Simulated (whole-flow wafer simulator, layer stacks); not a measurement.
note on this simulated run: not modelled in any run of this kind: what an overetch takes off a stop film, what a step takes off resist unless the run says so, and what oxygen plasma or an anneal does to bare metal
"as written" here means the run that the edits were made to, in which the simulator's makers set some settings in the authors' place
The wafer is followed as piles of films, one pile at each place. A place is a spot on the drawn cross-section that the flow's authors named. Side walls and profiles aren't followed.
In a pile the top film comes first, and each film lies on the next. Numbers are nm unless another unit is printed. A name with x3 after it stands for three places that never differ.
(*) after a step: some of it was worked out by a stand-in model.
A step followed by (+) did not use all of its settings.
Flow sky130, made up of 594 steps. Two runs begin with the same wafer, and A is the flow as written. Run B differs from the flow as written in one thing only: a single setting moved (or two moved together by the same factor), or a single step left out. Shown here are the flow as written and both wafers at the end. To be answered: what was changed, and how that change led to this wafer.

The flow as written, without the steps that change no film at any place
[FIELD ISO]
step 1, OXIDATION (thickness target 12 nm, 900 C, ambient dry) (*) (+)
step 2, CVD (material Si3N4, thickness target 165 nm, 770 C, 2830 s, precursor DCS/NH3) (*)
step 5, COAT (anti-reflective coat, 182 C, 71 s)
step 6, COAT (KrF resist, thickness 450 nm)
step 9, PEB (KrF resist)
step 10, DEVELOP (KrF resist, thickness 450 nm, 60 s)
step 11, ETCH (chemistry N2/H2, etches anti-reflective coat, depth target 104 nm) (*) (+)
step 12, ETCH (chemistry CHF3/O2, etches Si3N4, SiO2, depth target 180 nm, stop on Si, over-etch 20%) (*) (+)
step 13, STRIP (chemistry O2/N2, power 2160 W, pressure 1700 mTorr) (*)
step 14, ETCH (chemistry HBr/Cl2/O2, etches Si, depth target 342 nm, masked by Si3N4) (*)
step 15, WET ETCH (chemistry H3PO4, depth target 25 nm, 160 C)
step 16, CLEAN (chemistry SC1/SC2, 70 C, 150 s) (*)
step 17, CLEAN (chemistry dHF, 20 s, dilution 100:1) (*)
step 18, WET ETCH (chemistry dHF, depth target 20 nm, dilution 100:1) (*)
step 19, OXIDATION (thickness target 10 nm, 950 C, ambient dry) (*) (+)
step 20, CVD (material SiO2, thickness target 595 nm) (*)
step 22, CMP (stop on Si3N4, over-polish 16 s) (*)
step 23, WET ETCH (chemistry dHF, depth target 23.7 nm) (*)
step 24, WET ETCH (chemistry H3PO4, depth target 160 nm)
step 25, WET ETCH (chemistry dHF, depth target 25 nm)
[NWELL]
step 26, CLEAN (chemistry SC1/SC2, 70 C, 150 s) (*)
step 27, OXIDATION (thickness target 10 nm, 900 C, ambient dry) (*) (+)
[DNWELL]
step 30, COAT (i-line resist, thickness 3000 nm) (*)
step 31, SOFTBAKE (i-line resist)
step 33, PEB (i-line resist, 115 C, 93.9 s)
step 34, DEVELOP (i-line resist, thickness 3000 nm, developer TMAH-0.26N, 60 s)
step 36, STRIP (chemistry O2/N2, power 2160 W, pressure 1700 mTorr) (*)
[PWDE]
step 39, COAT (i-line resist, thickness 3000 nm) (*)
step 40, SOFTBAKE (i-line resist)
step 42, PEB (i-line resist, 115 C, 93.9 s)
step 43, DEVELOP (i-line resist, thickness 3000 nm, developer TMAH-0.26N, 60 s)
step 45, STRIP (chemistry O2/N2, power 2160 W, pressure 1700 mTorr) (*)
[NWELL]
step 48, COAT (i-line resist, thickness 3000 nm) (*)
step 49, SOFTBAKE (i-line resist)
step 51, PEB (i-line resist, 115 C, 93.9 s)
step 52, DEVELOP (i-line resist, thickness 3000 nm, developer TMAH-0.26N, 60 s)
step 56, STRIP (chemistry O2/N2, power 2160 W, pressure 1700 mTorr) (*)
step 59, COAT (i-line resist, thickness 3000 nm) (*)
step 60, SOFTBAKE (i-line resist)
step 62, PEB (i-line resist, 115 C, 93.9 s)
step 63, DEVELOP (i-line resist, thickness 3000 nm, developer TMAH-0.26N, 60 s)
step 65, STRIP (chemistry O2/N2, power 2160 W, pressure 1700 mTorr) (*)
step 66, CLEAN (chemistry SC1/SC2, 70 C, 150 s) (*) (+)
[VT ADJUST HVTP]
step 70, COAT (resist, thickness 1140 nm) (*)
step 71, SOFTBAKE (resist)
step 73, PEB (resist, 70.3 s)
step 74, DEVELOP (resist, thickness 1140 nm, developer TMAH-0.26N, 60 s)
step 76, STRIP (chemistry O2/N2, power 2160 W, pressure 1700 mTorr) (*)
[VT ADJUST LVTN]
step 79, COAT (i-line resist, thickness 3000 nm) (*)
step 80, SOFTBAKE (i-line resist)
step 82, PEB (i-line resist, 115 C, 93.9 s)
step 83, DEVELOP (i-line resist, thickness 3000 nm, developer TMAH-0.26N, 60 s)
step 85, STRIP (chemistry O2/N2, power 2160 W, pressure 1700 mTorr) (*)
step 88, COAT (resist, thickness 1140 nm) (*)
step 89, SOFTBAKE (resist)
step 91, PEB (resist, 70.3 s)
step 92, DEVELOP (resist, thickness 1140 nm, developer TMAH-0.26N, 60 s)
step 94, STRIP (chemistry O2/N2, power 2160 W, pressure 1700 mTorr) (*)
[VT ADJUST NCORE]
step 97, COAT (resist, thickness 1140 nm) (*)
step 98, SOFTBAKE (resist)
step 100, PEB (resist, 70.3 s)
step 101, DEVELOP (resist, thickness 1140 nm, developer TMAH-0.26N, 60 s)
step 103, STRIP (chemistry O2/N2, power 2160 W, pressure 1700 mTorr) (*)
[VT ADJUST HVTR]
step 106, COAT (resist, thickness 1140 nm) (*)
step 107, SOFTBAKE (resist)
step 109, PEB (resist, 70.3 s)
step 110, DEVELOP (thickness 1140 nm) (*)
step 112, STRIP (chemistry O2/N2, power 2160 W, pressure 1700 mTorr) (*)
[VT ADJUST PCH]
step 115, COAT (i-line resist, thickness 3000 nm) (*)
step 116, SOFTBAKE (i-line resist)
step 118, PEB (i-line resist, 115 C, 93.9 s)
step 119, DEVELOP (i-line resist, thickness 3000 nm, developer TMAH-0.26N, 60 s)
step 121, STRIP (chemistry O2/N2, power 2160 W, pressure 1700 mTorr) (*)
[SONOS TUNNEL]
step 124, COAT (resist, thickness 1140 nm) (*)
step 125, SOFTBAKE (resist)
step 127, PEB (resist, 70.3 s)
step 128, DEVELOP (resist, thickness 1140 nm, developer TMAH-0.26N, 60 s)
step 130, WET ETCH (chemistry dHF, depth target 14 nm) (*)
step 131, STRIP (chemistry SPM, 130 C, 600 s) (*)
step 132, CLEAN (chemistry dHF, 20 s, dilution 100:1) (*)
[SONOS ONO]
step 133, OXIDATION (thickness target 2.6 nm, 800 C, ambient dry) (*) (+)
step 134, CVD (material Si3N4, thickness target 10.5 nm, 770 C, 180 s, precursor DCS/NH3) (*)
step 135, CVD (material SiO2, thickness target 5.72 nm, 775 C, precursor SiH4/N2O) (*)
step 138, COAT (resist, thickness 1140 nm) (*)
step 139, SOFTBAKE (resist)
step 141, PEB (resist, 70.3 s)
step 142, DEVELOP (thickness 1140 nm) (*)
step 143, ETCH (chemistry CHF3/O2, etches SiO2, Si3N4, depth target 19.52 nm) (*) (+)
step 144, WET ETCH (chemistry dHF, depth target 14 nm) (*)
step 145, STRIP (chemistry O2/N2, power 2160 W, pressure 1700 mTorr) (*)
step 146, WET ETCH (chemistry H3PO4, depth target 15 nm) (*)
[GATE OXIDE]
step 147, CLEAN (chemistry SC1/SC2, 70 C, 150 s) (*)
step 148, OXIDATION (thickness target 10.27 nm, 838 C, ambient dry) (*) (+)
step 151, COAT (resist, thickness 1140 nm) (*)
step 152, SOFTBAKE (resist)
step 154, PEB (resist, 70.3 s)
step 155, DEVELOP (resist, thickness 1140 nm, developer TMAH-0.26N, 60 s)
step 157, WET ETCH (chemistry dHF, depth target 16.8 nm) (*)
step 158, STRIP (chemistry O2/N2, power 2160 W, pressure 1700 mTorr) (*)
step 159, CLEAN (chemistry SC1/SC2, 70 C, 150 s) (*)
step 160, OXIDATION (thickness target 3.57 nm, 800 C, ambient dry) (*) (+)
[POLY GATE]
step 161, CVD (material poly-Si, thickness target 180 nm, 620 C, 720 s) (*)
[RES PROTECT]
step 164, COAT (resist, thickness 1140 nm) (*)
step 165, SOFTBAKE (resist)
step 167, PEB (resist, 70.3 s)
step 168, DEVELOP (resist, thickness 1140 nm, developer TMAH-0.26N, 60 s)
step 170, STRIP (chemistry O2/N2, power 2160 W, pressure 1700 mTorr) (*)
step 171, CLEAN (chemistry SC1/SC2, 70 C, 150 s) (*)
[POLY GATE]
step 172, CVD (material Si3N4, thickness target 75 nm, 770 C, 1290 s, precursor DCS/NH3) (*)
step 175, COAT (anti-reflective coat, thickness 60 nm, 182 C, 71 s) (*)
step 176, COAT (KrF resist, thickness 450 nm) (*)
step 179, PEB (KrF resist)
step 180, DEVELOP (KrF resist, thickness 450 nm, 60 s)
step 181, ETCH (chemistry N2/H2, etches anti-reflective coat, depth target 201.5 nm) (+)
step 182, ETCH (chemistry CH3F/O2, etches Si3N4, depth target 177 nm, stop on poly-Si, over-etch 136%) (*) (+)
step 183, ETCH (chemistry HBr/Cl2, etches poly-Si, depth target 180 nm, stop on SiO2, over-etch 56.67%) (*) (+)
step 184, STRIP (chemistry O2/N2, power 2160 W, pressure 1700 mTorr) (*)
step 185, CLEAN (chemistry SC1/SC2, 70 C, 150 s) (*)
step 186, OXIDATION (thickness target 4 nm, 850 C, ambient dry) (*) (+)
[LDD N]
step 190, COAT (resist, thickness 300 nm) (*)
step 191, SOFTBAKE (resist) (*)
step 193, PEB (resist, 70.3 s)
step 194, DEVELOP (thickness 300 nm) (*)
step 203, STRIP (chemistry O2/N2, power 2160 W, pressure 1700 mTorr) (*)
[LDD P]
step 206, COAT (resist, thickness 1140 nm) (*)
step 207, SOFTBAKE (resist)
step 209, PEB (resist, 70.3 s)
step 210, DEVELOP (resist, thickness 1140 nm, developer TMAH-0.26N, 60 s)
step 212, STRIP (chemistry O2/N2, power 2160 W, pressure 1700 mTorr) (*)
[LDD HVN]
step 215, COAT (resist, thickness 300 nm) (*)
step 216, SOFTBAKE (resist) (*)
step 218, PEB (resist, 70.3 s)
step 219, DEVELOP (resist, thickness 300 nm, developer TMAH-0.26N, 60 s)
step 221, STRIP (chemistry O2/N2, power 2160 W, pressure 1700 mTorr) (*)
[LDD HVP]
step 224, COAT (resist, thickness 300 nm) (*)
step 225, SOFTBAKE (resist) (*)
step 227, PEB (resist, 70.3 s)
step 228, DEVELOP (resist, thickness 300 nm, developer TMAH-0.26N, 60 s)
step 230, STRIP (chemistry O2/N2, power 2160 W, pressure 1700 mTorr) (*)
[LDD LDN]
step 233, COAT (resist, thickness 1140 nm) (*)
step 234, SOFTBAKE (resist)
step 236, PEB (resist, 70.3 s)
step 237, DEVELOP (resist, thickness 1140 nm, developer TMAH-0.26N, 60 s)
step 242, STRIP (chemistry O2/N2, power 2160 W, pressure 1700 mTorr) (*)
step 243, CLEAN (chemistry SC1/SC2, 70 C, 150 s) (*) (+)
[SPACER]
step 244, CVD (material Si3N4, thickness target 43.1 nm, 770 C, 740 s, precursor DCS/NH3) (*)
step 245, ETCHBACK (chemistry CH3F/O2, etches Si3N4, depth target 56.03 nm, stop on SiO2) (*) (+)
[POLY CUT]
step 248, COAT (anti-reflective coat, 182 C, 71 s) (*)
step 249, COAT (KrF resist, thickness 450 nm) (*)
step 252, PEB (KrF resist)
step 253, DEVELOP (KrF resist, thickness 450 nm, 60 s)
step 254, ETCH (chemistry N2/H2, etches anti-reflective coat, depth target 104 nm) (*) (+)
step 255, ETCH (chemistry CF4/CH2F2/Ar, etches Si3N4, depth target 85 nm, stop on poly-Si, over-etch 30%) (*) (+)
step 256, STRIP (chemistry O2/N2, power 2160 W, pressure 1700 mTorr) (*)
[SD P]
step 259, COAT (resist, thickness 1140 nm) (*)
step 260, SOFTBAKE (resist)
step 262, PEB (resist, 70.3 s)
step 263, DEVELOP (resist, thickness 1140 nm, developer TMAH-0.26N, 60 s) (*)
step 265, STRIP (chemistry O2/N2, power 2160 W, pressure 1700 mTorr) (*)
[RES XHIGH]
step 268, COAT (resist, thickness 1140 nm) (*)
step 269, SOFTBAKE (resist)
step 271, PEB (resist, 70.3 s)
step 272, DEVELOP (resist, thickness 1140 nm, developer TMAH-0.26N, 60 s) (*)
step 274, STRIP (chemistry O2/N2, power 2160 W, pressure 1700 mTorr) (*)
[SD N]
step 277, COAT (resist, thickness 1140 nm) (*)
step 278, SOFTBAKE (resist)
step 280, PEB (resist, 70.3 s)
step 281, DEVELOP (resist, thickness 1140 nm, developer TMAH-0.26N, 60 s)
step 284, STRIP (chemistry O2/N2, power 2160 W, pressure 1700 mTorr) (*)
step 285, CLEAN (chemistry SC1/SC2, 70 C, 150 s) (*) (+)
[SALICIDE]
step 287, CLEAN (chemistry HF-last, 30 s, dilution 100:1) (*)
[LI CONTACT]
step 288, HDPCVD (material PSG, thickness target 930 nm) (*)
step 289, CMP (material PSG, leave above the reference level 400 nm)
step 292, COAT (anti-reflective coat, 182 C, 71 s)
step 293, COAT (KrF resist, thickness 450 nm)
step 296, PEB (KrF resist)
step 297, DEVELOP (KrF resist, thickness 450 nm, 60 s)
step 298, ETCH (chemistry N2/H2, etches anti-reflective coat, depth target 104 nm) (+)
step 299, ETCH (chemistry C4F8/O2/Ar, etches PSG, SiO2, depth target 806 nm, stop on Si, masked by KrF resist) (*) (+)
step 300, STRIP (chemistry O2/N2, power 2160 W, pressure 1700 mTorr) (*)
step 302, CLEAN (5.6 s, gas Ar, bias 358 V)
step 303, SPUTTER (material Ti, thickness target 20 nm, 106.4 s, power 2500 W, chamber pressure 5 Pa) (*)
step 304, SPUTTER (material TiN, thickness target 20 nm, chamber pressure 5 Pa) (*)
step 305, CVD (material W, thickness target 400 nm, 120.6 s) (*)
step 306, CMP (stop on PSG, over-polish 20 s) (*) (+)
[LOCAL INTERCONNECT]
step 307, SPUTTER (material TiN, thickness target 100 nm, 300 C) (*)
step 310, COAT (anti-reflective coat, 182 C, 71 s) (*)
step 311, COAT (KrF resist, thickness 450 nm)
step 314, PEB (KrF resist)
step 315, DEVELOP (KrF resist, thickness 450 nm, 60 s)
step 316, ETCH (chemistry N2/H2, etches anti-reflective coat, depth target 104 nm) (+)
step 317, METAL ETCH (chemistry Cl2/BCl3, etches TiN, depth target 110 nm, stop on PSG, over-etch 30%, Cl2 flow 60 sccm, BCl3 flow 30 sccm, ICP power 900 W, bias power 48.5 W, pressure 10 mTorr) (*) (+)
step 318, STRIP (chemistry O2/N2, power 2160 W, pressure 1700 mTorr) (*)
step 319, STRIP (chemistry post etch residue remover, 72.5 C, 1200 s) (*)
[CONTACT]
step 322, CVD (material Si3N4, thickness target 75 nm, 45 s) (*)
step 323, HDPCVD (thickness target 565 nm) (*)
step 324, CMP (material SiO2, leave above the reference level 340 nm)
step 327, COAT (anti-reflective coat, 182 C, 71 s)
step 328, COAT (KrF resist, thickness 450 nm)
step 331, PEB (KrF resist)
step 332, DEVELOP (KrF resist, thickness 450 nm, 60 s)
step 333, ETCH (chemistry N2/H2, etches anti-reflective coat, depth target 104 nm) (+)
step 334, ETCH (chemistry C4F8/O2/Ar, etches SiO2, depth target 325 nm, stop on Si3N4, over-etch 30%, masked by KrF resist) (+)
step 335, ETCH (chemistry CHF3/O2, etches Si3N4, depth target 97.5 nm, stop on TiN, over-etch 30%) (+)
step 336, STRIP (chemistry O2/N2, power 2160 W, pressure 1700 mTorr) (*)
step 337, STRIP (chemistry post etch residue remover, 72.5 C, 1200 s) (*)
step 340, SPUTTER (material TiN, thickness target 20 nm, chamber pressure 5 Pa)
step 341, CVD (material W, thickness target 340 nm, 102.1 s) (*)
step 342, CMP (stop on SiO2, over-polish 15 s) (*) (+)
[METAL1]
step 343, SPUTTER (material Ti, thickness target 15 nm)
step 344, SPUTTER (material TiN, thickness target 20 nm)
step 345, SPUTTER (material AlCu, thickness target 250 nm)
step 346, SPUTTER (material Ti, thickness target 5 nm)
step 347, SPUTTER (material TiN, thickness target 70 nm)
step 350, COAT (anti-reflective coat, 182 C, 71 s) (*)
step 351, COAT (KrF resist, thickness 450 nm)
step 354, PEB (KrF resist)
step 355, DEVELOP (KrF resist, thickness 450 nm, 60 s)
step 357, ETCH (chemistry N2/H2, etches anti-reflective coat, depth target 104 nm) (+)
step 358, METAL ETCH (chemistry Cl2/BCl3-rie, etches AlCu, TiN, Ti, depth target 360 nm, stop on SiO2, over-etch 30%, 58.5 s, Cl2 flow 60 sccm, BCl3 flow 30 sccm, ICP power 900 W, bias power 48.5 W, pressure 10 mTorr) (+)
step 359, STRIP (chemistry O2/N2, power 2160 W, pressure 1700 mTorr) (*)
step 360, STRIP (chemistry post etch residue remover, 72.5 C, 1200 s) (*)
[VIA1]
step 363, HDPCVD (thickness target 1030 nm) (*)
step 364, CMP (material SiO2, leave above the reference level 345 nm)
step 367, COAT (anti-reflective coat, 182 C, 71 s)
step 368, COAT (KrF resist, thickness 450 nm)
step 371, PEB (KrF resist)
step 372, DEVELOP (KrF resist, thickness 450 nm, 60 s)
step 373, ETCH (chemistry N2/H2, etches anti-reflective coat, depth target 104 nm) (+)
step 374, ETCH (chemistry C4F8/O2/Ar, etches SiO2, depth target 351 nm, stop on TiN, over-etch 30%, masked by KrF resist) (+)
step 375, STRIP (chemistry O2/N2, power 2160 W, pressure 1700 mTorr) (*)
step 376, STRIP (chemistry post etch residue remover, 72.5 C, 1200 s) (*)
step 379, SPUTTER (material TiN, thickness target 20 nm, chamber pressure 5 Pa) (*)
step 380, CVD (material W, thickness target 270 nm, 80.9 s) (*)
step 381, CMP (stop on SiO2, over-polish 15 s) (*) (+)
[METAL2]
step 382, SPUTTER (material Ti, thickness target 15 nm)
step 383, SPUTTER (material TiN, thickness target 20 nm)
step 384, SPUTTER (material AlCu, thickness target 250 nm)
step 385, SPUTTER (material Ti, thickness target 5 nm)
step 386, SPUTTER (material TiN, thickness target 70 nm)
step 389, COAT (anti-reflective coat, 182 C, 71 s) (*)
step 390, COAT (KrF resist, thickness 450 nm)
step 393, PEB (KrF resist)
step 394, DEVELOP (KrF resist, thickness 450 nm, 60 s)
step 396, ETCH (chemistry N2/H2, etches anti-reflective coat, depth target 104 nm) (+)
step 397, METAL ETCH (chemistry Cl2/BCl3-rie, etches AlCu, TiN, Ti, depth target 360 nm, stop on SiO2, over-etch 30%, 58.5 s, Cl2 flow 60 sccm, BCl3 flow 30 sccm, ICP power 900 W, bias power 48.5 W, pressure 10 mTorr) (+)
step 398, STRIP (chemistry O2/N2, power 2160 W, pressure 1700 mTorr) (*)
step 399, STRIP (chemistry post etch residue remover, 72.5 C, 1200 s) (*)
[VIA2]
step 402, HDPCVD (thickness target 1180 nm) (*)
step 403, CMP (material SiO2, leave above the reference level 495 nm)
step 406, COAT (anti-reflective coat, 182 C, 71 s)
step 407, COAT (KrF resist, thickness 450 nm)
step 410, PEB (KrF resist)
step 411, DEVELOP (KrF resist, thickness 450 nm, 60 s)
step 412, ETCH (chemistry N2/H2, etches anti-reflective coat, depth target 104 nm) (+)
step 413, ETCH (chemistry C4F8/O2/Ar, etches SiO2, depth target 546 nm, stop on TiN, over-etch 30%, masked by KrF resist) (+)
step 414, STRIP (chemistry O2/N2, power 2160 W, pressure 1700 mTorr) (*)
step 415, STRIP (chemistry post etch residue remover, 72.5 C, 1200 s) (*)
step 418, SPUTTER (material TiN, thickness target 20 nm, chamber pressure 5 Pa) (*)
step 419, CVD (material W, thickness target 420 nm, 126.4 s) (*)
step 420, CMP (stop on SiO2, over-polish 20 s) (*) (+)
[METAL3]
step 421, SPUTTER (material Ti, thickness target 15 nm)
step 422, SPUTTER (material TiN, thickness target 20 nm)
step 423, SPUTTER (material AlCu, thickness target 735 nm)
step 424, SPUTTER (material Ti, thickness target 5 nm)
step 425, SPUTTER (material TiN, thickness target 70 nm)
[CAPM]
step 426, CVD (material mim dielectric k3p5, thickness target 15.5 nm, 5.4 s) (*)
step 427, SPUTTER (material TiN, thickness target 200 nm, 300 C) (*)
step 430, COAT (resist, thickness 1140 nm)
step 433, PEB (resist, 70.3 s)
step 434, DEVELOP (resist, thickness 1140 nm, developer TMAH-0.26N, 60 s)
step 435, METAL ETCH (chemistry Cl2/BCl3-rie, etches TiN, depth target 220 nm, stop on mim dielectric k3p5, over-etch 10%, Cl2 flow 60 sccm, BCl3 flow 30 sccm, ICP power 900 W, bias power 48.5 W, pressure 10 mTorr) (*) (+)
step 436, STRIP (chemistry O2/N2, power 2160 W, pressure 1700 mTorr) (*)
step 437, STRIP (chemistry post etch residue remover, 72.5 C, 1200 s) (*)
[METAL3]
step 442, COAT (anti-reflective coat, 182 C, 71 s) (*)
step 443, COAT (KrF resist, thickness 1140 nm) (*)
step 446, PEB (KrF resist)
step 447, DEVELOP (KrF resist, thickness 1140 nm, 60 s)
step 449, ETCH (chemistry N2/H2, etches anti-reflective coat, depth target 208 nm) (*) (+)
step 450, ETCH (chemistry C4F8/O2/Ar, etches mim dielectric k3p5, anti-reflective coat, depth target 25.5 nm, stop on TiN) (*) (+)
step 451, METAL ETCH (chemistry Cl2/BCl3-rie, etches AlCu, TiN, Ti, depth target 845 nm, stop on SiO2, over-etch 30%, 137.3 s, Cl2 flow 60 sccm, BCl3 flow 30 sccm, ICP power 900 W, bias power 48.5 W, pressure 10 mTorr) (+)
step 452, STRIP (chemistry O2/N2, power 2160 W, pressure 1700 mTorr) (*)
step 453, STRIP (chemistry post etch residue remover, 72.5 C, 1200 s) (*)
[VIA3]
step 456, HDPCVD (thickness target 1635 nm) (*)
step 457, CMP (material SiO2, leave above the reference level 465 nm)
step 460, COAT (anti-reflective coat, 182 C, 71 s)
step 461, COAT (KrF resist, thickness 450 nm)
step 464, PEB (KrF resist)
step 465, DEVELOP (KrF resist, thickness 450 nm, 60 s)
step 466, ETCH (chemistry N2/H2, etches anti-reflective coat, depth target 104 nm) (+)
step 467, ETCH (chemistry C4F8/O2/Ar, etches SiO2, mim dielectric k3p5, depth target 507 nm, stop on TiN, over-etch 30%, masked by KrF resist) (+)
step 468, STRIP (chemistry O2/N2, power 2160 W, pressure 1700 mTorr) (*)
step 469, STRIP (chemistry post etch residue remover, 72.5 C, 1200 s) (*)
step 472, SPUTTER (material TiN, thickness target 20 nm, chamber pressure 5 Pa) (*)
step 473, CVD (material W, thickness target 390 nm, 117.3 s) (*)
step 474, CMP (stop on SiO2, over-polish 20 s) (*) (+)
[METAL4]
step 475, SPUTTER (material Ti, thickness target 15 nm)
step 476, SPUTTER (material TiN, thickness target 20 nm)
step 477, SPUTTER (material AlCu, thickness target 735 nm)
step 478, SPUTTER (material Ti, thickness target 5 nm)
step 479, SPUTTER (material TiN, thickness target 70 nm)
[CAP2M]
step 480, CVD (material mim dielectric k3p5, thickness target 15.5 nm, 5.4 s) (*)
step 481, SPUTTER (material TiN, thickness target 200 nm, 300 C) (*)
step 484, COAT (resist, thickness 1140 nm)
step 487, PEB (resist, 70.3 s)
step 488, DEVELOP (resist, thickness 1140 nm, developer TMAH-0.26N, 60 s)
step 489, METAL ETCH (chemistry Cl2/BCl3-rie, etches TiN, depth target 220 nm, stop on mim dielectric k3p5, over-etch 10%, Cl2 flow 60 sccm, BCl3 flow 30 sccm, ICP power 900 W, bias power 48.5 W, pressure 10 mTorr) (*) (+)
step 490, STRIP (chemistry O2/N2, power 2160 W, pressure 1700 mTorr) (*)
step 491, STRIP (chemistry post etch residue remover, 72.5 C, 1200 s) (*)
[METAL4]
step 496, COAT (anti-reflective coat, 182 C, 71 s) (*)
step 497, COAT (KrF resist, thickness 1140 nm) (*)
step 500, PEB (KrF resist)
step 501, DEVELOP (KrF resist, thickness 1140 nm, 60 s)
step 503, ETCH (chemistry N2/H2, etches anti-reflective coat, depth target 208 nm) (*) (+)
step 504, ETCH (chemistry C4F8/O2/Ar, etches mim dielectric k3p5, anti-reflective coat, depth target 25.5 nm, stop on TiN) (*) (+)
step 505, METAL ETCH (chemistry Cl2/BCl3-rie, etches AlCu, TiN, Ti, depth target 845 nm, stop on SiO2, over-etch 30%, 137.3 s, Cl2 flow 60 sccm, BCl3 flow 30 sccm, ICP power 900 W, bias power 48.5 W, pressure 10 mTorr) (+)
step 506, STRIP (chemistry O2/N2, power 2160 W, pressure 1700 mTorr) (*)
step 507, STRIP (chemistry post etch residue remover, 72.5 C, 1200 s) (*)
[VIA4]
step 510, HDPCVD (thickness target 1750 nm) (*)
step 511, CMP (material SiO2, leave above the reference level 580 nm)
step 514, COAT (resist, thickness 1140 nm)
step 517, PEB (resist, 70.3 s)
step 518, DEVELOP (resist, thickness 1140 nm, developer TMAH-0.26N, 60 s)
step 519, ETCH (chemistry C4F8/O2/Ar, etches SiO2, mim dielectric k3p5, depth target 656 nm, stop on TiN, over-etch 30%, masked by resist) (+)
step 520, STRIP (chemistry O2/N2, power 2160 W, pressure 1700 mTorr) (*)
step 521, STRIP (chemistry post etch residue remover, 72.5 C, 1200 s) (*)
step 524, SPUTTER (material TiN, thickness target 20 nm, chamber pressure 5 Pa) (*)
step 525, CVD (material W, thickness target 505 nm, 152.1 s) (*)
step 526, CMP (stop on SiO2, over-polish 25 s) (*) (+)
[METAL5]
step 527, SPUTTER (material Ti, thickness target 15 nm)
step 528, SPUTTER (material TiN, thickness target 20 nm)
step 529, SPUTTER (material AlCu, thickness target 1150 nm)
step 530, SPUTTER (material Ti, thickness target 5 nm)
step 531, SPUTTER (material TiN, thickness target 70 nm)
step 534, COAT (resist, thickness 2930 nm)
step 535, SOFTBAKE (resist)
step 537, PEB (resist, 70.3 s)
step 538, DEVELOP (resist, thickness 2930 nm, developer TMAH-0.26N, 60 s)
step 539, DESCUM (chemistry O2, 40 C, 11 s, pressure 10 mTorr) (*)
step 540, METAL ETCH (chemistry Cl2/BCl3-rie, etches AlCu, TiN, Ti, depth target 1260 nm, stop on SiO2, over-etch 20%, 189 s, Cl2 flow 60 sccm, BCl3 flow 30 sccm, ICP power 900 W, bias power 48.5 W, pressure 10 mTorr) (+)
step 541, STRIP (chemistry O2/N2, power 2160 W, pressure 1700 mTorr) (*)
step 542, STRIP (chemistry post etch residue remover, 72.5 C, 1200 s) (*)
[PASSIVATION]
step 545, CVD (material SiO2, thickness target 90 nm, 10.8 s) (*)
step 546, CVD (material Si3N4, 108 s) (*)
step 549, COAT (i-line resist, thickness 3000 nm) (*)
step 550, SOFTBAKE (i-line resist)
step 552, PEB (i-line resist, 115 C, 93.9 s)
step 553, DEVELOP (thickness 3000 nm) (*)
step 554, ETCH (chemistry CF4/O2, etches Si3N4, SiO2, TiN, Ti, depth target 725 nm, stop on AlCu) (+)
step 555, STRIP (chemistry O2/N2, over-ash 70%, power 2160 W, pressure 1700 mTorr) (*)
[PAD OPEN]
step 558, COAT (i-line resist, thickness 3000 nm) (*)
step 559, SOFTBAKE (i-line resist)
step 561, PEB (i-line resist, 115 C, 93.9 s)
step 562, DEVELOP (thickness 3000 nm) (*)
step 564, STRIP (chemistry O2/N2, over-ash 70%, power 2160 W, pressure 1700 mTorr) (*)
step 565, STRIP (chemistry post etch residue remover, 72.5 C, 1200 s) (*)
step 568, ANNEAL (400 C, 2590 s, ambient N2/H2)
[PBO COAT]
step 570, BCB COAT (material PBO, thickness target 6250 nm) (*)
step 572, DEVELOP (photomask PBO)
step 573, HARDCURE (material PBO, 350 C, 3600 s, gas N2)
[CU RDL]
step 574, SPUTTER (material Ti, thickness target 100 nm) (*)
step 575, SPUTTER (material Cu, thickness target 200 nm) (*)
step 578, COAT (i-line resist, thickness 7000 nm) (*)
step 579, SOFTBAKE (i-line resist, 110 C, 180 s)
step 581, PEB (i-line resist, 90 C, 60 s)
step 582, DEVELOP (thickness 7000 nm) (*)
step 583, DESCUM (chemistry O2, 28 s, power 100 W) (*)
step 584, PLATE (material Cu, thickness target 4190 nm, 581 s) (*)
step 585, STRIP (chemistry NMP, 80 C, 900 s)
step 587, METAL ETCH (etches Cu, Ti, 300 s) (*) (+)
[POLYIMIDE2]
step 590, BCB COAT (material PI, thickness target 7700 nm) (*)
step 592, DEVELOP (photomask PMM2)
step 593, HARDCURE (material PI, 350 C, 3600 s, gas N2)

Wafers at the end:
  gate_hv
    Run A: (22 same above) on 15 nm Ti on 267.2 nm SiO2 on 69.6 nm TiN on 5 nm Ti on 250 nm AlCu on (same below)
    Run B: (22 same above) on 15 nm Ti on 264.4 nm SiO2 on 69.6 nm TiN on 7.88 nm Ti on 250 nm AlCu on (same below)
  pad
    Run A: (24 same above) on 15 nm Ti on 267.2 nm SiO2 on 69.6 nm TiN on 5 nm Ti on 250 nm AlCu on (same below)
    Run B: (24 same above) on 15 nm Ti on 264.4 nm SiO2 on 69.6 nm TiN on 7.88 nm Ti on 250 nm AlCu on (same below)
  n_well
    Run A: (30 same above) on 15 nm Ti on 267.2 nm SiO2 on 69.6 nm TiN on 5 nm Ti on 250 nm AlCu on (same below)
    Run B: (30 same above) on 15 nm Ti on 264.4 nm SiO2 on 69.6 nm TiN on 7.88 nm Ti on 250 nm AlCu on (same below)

Cause: step 346, SPUTTER: thickness target 7.88 nm was run, though the flow has thickness target 5 nm.
The wafer itself shows it: gate_hv has Ti 7.88, and step 346 as written asks for 5 nm.

Step by step, how the change led to this:
  step 346, SPUTTER (material Ti, thickness target 5 nm)
      field, active, n_well and 188 more: A +5 Ti (new film) | B +7.88 Ti (new film)
  step 358, METAL ETCH (chemistry Cl2/BCl3-rie, etches AlCu, TiN, Ti, depth target 360 nm, stop on SiO2, over-etch 30%, 58.5 s, Cl2 flow 60 sccm, BCl3 flow 30 sccm, ICP power 900 W, bias power 48.5 W, pressure 10 mTorr) (+)
      field, active, gate and 81 more: A -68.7 TiN (all of it), -5 Ti (all of it), -250 AlCu (all of it), -20 TiN (all of it), -15 Ti (all of it), -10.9 SiO2 | B -68.7 TiN (all of it), -7.88 Ti (all of it), -250 AlCu (all of it), -20 TiN (all of it), -15 Ti (all of it), -10.6 SiO2
